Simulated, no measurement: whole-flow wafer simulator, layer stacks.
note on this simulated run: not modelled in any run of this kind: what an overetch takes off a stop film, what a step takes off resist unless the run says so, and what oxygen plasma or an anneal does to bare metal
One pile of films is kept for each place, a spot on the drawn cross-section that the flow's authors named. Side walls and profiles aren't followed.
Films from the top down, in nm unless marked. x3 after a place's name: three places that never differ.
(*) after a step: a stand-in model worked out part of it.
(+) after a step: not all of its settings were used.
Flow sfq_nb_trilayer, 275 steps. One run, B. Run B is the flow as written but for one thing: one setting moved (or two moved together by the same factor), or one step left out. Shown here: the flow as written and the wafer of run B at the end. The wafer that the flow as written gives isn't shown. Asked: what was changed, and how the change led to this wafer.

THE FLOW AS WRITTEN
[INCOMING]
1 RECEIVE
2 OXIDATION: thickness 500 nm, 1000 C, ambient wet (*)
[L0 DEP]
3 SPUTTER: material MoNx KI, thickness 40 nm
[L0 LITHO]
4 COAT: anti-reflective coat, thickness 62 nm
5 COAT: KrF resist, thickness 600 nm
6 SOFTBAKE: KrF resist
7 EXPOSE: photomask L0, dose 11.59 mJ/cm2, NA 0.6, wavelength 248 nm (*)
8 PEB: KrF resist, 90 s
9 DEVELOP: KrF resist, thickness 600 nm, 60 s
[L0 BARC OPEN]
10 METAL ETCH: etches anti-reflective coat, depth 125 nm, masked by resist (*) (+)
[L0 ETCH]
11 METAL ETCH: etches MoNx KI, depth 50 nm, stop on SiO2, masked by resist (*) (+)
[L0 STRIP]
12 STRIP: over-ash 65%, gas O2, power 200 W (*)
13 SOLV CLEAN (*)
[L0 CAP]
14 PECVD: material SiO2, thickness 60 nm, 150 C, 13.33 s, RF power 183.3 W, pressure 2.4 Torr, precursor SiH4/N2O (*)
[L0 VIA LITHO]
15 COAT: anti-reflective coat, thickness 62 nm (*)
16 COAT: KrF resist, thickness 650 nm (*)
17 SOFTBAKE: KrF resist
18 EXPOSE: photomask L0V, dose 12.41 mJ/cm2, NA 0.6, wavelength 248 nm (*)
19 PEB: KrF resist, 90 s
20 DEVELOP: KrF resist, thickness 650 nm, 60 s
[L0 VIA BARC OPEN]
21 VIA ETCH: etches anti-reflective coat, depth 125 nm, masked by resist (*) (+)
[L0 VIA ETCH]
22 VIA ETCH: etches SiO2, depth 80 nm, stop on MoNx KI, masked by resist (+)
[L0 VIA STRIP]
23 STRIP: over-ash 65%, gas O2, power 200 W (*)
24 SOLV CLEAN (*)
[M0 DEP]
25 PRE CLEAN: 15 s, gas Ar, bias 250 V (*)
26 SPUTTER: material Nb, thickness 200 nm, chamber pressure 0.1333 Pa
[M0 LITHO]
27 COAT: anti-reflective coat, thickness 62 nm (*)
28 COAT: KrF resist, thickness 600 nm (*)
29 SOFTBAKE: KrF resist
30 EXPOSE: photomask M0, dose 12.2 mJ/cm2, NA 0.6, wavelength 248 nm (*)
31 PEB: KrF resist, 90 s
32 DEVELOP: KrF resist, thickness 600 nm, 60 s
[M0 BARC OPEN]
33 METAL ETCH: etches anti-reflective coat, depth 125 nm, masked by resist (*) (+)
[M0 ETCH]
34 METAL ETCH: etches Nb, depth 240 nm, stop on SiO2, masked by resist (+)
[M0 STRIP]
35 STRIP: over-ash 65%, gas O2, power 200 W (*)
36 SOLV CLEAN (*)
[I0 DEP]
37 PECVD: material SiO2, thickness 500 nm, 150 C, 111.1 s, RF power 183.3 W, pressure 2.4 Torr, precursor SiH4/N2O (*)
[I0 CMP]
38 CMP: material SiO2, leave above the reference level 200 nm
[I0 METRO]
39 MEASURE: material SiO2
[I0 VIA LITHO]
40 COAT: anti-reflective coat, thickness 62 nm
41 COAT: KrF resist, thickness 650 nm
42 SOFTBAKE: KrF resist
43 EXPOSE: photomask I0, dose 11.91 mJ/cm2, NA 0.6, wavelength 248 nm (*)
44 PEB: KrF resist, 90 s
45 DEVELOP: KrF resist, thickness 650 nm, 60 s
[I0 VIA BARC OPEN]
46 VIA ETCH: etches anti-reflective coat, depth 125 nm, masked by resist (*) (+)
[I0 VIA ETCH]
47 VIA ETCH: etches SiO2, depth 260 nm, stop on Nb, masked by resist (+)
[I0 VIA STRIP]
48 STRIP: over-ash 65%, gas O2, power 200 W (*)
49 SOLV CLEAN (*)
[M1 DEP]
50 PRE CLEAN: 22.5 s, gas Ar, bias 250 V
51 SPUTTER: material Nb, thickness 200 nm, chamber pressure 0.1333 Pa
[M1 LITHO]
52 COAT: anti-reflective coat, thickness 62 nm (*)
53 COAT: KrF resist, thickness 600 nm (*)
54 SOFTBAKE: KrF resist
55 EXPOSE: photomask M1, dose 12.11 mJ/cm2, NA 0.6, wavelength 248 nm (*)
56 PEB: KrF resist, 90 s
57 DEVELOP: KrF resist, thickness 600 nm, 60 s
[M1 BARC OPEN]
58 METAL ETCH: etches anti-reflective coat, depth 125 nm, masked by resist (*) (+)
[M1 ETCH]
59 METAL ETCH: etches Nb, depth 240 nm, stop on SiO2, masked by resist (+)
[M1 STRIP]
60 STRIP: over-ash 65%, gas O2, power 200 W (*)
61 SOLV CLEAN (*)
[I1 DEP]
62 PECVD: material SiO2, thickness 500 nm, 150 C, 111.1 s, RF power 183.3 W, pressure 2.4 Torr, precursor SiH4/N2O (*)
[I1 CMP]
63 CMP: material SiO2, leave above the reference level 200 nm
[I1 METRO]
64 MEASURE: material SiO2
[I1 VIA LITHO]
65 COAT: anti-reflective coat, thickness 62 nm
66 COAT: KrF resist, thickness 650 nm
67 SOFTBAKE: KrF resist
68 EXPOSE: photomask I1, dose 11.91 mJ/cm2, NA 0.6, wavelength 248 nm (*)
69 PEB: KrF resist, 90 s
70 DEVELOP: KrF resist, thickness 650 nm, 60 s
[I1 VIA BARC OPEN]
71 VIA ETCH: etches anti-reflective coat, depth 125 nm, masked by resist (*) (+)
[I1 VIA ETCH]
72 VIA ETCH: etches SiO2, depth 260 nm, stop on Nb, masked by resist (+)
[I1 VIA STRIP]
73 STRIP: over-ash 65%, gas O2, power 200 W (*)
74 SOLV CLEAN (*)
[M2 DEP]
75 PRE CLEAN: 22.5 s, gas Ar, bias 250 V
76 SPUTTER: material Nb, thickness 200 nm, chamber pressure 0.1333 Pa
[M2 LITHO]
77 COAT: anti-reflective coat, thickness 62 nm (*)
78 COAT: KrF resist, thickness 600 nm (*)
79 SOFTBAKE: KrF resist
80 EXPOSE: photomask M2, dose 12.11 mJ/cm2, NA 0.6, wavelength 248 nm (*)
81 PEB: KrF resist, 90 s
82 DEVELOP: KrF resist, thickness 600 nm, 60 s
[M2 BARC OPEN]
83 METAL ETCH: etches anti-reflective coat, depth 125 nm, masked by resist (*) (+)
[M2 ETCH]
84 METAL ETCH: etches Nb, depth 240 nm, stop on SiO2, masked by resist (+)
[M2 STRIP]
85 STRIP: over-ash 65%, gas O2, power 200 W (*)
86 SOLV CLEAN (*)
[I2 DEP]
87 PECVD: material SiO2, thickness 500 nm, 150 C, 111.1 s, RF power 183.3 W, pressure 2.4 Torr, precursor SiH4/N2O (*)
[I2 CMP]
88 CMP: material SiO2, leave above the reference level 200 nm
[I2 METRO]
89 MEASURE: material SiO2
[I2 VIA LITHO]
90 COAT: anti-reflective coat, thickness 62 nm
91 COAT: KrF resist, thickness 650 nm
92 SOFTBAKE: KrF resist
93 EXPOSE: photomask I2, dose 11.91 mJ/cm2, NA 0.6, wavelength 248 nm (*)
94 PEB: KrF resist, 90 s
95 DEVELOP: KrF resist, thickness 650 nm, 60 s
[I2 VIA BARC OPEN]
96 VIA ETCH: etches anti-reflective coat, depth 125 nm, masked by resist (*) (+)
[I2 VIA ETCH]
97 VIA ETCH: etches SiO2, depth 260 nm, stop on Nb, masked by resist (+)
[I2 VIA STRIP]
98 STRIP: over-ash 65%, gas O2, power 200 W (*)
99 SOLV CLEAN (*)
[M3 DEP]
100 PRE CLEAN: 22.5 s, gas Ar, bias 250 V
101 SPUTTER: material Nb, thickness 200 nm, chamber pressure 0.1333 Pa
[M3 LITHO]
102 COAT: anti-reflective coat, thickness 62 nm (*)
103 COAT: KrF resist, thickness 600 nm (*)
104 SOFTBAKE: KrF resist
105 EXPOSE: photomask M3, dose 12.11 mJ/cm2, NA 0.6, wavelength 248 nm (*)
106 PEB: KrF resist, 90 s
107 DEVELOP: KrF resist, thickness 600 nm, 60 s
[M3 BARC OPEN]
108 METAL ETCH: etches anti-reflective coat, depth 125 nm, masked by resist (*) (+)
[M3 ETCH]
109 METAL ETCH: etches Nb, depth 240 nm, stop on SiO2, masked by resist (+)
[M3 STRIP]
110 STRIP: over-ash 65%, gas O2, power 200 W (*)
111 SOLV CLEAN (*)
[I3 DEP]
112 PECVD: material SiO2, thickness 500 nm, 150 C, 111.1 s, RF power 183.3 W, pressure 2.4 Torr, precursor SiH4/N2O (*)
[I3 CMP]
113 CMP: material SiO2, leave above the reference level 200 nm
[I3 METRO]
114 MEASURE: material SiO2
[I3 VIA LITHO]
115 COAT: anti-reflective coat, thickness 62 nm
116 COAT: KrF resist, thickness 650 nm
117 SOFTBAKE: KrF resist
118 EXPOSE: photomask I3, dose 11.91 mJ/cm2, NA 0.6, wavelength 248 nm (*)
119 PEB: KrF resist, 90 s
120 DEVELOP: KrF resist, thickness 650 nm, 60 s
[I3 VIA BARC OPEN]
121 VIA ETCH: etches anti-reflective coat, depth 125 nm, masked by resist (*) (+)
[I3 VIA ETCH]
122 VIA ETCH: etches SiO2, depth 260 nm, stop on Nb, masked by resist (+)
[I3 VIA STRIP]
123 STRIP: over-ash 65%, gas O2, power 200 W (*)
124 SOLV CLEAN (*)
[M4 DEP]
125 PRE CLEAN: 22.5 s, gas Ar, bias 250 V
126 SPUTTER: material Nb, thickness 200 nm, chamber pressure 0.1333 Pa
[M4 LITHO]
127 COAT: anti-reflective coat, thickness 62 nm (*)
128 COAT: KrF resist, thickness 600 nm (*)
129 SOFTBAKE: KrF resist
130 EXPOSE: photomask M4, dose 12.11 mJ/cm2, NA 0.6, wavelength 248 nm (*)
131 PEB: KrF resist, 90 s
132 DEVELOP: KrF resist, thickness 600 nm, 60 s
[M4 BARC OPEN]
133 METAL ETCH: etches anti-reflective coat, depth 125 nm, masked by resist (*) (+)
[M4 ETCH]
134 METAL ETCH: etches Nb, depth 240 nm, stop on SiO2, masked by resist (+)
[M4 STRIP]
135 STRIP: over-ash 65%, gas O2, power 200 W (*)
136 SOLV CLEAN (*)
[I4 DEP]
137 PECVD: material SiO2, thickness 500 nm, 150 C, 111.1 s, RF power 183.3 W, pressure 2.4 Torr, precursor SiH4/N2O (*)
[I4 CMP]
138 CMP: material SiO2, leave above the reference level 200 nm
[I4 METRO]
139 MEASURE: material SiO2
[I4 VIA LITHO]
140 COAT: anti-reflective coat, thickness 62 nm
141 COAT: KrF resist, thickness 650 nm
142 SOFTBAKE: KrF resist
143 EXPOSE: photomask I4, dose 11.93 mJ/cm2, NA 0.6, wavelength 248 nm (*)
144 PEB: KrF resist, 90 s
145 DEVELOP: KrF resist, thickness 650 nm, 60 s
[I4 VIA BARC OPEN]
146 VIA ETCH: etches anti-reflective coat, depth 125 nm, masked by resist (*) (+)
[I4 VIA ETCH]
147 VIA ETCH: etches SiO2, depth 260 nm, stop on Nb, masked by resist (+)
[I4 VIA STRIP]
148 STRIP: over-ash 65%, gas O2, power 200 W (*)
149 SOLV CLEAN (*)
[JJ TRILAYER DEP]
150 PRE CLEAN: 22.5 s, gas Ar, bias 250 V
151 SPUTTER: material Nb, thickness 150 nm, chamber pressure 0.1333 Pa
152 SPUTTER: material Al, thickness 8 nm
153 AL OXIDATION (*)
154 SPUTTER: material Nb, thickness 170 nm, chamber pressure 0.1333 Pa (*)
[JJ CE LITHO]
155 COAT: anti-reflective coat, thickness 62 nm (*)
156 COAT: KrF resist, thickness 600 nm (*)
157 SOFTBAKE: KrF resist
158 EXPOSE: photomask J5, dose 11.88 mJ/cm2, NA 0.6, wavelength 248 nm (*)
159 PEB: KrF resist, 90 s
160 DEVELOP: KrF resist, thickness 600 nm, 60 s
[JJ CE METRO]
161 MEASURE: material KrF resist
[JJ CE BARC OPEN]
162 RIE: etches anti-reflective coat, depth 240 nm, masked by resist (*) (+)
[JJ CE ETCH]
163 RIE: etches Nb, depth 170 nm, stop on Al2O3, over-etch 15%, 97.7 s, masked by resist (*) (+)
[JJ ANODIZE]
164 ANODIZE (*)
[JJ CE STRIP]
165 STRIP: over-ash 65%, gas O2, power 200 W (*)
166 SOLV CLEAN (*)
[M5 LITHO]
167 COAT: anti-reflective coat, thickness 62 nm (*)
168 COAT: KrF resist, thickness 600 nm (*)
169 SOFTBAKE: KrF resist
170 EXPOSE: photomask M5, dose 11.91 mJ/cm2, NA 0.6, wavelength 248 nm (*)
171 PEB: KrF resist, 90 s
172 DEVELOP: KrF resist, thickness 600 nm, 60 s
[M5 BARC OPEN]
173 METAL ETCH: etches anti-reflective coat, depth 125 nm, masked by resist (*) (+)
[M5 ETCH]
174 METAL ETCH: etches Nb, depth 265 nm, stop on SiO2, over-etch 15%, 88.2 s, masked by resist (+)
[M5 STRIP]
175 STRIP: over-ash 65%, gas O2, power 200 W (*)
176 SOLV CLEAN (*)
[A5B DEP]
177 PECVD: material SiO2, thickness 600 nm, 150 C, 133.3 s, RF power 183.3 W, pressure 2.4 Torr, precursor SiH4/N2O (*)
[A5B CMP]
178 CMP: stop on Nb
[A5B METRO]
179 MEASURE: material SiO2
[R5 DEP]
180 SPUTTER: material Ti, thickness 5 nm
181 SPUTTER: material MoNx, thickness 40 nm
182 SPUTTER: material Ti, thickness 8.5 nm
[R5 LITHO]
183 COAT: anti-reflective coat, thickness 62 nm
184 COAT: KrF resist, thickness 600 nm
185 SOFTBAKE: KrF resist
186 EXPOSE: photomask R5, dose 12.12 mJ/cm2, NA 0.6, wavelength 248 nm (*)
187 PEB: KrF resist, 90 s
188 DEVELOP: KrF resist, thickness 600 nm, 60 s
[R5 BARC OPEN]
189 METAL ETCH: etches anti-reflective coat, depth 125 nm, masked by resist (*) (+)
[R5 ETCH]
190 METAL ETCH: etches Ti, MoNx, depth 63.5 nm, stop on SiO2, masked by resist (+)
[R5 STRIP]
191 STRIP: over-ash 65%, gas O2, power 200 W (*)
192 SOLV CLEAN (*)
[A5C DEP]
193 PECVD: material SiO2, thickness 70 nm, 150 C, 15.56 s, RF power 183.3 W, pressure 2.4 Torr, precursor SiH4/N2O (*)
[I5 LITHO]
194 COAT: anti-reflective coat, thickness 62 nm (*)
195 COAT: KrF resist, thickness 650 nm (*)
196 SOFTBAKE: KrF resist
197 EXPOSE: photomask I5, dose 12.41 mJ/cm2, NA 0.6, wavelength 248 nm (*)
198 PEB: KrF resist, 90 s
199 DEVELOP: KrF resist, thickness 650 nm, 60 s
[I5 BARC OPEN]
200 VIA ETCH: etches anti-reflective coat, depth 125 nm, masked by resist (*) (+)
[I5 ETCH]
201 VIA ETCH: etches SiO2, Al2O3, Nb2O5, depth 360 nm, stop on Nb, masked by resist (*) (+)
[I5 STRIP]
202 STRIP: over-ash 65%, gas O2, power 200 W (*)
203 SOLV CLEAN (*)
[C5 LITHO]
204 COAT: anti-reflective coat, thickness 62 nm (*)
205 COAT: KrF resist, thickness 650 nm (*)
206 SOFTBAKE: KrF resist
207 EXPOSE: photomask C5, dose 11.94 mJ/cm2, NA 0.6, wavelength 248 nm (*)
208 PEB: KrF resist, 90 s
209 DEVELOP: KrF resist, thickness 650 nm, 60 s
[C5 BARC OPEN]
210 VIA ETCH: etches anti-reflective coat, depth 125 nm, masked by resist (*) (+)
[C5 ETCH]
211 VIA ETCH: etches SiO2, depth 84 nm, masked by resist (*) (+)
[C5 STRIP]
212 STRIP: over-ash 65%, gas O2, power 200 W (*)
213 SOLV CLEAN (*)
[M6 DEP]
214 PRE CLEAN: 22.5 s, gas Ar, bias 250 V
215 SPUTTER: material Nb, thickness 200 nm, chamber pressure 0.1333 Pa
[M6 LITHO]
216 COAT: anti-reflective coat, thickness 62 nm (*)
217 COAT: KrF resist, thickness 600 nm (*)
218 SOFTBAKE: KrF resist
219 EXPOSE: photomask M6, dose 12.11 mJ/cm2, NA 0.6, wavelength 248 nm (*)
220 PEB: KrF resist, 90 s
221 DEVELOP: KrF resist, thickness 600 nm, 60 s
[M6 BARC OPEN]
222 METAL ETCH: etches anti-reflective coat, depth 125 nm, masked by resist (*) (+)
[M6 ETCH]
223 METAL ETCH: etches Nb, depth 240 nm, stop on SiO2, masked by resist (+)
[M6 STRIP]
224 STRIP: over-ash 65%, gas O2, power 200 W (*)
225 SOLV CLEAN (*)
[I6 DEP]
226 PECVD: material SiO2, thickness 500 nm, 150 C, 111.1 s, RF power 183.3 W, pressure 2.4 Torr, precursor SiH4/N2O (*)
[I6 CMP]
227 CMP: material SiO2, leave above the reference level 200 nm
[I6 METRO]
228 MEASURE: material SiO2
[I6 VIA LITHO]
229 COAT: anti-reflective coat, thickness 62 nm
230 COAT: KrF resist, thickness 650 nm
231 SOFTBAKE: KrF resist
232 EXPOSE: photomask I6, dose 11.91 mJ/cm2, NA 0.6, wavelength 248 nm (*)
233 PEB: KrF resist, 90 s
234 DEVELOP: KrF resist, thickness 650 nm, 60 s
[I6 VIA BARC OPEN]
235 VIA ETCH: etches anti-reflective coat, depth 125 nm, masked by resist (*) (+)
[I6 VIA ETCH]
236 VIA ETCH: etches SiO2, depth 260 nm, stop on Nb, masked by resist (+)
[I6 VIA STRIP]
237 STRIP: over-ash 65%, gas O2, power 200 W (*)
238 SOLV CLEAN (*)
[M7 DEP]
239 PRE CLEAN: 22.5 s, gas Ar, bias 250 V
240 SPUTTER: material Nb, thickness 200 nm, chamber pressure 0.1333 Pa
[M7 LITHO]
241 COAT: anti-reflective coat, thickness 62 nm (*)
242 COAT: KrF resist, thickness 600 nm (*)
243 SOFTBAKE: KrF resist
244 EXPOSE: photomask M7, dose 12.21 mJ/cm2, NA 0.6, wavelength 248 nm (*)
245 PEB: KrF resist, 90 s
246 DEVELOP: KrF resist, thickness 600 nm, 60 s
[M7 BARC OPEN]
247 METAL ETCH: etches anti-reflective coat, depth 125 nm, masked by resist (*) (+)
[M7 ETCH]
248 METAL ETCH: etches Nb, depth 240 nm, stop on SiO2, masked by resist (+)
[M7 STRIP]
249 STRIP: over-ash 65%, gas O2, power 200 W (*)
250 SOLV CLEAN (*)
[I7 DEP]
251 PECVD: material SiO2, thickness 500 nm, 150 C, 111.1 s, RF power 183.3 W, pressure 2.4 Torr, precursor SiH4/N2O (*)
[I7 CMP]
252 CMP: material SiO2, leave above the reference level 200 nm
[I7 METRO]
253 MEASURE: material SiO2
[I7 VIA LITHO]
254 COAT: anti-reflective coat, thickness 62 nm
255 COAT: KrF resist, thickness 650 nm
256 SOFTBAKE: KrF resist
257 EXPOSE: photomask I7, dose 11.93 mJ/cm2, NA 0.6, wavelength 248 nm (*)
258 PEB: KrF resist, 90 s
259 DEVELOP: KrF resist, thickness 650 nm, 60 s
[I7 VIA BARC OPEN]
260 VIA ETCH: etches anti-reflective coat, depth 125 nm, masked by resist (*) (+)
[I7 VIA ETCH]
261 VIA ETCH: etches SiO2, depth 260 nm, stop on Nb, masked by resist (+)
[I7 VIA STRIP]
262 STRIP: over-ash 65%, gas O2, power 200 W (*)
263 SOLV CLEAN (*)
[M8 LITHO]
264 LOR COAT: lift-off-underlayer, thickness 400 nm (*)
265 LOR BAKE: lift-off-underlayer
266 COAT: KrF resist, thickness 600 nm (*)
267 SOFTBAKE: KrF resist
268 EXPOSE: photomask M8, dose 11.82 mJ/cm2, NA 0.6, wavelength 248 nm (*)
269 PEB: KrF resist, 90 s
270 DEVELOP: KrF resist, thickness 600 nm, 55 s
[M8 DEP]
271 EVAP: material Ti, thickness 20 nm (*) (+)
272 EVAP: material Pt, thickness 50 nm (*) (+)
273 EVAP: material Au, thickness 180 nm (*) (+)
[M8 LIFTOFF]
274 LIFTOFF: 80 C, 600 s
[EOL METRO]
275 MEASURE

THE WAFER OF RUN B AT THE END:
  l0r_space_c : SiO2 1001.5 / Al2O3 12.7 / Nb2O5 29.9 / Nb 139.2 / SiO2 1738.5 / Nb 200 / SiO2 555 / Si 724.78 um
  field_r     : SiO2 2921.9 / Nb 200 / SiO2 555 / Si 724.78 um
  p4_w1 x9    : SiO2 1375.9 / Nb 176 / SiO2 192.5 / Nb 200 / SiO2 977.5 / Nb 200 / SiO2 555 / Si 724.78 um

The cause: step 126, SPUTTER: thickness 176 nm was run, where the flow has thickness 200 nm.
It can be read off the wafer: p4_w1 x9 has Nb 176, and step 126 as written asks for 200 nm.

How the change led to this, step by step:
  126 SPUTTER: material Nb, thickness 200 nm, chamber pressure 0.1333 Pa
      field_l, v_sur, via_wl and 102 more: Nb +176 (new film) (as written it would be: Nb +200 (new film))
      via_v: Nb +145.5 (as written it would be: Nb +165.5)
  134 METAL ETCH: etches Nb, depth 240 nm, stop on SiO2, masked by resist (+)
      field_l, be, be_sur and 64 more: Nb -176 (all of it) (as written it would be: Nb -200 (all of it))
  137 PECVD: material SiO2, thickness 500 nm, 150 C, 111.1 s, RF power 183.3 W, pressure 2.4 Torr, precursor SiH4/N2O (*)
      p3_s0 x6: SiO2 +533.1 (as written it would be: SiO2 +557.1)
  138 CMP: material SiO2, leave above the reference level 200 nm
      field_l, be, be_sur and 55 more: SiO2 -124 (as written it would be: SiO2 -100)
      lsp_r, l0_sur, l0v: SiO2 -116.9 (as written it would be: SiO2 -91.9)
